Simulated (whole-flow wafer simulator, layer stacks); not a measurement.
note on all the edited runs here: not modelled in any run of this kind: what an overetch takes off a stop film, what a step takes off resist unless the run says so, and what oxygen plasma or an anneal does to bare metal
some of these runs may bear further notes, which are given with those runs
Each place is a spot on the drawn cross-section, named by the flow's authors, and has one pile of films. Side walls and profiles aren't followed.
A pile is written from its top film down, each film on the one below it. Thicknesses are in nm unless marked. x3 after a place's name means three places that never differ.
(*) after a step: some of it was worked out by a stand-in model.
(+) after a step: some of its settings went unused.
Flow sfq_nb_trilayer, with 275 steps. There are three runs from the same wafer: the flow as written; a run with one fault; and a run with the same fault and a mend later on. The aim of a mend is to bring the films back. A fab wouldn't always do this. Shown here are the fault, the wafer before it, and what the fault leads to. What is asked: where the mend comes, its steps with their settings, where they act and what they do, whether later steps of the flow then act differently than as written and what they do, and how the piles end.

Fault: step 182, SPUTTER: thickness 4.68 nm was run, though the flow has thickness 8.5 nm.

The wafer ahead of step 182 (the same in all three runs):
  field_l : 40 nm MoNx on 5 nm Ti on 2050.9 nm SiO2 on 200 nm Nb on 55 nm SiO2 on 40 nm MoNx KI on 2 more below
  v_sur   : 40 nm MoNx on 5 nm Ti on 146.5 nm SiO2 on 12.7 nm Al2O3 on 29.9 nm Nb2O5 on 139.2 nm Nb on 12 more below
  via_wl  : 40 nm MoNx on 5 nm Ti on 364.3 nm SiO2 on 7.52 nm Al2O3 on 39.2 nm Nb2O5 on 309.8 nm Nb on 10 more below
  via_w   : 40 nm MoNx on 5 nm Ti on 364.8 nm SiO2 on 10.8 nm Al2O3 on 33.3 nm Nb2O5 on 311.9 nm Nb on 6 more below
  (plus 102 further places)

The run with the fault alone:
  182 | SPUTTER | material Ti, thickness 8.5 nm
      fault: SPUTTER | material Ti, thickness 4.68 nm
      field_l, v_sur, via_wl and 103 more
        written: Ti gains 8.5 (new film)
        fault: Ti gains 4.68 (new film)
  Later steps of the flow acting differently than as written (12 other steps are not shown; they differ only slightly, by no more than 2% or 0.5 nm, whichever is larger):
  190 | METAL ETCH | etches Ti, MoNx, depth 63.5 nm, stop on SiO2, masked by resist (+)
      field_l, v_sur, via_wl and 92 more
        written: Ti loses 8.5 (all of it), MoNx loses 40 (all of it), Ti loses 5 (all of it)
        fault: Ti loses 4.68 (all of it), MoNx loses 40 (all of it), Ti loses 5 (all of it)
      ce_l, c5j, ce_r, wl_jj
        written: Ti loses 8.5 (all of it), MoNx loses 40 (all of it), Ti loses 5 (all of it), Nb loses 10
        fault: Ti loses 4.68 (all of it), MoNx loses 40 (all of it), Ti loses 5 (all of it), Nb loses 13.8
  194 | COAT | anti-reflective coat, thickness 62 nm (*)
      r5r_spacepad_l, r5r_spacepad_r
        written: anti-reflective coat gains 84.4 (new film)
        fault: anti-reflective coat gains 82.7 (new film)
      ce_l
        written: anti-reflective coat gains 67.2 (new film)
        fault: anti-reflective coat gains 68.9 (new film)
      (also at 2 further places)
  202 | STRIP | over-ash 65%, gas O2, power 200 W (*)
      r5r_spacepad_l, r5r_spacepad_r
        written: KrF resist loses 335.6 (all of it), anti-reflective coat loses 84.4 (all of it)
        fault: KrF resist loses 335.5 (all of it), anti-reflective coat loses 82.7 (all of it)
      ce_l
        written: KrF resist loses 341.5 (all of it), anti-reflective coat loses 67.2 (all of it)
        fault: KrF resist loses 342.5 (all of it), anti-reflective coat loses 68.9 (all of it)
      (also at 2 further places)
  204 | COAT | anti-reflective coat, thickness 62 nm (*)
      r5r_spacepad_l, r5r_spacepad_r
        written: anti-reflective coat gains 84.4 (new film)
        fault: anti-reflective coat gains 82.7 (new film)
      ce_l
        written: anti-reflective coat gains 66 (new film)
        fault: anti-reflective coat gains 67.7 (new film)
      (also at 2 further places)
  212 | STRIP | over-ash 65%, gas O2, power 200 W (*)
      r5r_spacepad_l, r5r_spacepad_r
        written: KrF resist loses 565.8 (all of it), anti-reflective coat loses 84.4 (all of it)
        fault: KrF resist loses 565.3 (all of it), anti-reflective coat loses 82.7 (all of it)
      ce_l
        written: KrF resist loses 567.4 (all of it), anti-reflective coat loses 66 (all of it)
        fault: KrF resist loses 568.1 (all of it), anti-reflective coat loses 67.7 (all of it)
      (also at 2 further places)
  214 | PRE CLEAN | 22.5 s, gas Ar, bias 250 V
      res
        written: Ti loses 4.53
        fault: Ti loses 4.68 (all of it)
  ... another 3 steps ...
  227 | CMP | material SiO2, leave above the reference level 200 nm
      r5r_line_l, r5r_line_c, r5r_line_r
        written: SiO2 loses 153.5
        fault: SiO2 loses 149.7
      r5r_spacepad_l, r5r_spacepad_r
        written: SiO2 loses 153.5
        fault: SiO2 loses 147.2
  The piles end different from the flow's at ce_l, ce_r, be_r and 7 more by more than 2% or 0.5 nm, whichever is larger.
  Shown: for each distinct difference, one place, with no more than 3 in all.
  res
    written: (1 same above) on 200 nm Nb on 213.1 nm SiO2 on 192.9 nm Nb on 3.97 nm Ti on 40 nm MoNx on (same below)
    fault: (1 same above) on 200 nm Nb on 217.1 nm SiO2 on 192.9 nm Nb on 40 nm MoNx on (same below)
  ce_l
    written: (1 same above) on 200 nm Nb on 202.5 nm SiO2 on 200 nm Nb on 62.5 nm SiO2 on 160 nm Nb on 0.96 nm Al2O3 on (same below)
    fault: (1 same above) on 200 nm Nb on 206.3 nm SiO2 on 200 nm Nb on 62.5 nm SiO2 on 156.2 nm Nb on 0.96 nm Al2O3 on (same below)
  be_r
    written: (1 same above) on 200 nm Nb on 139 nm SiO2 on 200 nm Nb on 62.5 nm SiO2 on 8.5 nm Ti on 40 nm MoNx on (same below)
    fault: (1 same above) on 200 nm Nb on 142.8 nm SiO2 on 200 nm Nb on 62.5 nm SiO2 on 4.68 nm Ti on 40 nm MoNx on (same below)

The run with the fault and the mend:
  After step 188 comes the mend.
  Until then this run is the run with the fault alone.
  188a | STRIP | over-ash 65%, gas O2, power 200 W (*)
      field_l, v_sur, via_wl and 96 more
        anti-reflective coat loses 62 (all of it)
      be_r, r_sur, res, r_end, r5r_line_l, r5r_line_c, r5r_line_r
        KrF resist loses 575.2 (all of it), anti-reflective coat loses 62 (all of it)
  188b | SPUTTER | material Ti, thickness 3.82 nm (the flow's step 182 again, with other settings)
      field_l, v_sur, via_wl and 103 more
        Ti gains 3.82
  188c | COAT | anti-reflective coat, thickness 62 nm (the flow's step 183 again)
      field_l, v_sur, via_wl and 103 more
        anti-reflective coat gains 62 (new film)
  188d | COAT | KrF resist, thickness 600 nm (the flow's step 184 again)
      field_l, v_sur, via_wl and 103 more
        KrF resist gains 600 (new film)
  188e | SOFTBAKE | KrF resist (the flow's step 185 again)
      does not change any film at any place that is followed
  188f | EXPOSE | photomask R5, dose 12.12 mJ/cm2, NA 0.6, wavelength 248 nm (*) (the flow's step 186 again)
      does not change any film at any place that is followed
  188g | PEB | KrF resist, 90 s (the flow's step 187 again)
      field_l, v_sur, via_wl and 103 more
        KrF resist loses 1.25
  188h | DEVELOP | KrF resist, thickness 600 nm, 60 s (the flow's step 188 again)
      field_l, v_sur, via_wl and 96 more
        KrF resist loses 598.7 (all of it)
      be_r, r_sur, res, r_end, r5r_line_l, r5r_line_c, r5r_line_r
        KrF resist loses 23.5
  Every later step of the flow that is run acts as written at every place that is followed.
  The piles end the same as the flow's at every place that both follow.
